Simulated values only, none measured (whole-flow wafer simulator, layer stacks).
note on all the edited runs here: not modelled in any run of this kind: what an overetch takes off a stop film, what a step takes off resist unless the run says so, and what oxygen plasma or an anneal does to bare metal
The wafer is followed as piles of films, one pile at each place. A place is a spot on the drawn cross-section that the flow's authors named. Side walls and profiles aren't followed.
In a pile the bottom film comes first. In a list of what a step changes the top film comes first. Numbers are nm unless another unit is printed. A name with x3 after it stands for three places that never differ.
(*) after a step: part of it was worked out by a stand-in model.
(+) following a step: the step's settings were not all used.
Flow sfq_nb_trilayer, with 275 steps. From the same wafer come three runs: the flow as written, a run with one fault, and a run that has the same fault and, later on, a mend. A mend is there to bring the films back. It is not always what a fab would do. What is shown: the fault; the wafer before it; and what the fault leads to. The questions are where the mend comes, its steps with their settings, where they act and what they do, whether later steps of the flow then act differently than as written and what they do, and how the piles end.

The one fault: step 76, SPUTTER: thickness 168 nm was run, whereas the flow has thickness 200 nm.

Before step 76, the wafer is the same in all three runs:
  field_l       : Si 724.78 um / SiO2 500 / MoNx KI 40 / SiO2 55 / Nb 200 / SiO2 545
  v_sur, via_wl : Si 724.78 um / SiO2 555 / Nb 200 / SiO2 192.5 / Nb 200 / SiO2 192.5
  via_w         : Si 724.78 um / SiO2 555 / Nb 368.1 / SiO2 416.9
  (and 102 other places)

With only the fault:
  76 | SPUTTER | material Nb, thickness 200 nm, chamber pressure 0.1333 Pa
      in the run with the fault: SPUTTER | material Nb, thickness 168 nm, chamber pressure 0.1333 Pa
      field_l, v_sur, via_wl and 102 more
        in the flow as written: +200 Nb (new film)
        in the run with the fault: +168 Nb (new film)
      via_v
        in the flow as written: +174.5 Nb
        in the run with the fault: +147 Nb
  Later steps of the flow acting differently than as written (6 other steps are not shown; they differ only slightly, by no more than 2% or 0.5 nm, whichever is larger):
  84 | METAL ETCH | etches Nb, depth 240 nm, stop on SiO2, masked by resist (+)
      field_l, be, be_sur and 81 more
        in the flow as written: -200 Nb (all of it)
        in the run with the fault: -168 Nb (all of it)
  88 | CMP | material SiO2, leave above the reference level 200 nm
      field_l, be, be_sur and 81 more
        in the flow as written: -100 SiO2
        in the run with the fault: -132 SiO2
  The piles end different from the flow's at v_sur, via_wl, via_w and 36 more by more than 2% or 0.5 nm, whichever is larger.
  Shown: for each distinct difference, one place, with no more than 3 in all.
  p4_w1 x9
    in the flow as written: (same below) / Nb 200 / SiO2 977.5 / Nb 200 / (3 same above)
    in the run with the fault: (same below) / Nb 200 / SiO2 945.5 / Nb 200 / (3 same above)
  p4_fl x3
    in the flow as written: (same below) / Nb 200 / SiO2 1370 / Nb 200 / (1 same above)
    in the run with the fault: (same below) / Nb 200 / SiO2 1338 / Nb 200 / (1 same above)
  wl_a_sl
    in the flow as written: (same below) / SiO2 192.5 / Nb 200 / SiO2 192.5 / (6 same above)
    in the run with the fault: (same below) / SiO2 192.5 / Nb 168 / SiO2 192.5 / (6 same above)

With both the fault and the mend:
  After step 82 comes the mend.
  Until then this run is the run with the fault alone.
  82a | STRIP | over-ash 65%, gas O2, power 200 W (*)
      p4_fl x3, p4_w1 x9, p4_g1 x2 and 48 more
        -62 anti-reflective coat (all of it)
      wl_j_sl, wl_jj, wl_j_sr and 12 more
        -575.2 KrF resist (all of it), -62 anti-reflective coat (all of it)
      moat, field_r, lsp_l and 6 more
        -61.8 anti-reflective coat (all of it)
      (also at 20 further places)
  82b | SPUTTER | material Nb, thickness 32 nm, chamber pressure 0.1333 Pa (a further turn of the flow's step 76, with different settings)
      field_l, v_sur, via_wl and 102 more
        +32 Nb
      via_v
        +24.7 Nb
  82c | COAT | anti-reflective coat, thickness 62 nm (*) (a further turn of the flow's step 77)
      p4_fl x3, p4_w1 x9, p4_g1 x2 and 63 more
        +62 anti-reflective coat (new film)
      moat, field_r, lsp_l and 6 more
        +61.8 anti-reflective coat (new film)
      be_r, r_sur, res, r_end
        +61.7 anti-reflective coat (new film)
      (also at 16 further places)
  82d | COAT | KrF resist, thickness 600 nm (*) (a further turn of the flow's step 78)
      p4_fl x3, p4_w1 x9, p4_g1 x2 and 63 more
        +600 KrF resist (new film)
      field_r, lsp_l, ln_m5, l0v
        +599.5 KrF resist (new film)
      lsp_m, ln_m6, lsp_r, l0_sur
        +599.6 KrF resist (new film)
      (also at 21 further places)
  82e | SOFTBAKE | KrF resist (a further turn of the flow's step 79)
      leaves every film unchanged at each place that is followed
  82f | EXPOSE | photomask M2, dose 12.11 mJ/cm2, NA 0.6, wavelength 248 nm (*) (a further turn of the flow's step 80)
      leaves every film unchanged at each place that is followed
  82g | PEB | KrF resist, 90 s (a further turn of the flow's step 81)
      field_l, v_sur, via_wl and 97 more
        -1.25 KrF resist
      via_w, via_wr, via_sp, wire, be
        -1.24 KrF resist
      via_v
        -1.59 KrF resist
  82h | DEVELOP | KrF resist, thickness 600 nm, 60 s (a further turn of the flow's step 82)
      p4_fl x3, p4_w1 x9, p4_g1 x2 and 48 more
        -598.7 KrF resist (all of it)
      v_sur, via_wl, via_w and 19 more
        -23.5 KrF resist
      lsp_l, ln_m5, lsp_m, ln_m6, lsp_r, l0_sur, l0v
        -598.3 KrF resist (all of it)
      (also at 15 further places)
  None of the later steps of the flow differs from how it acts as written, at any place that is followed, by more than 2% or 0.5 nm, whichever is larger.
  At the end the piles are close to the flow's at the places that both follow, differing by at most 2% or 0.5 nm, whichever is larger.
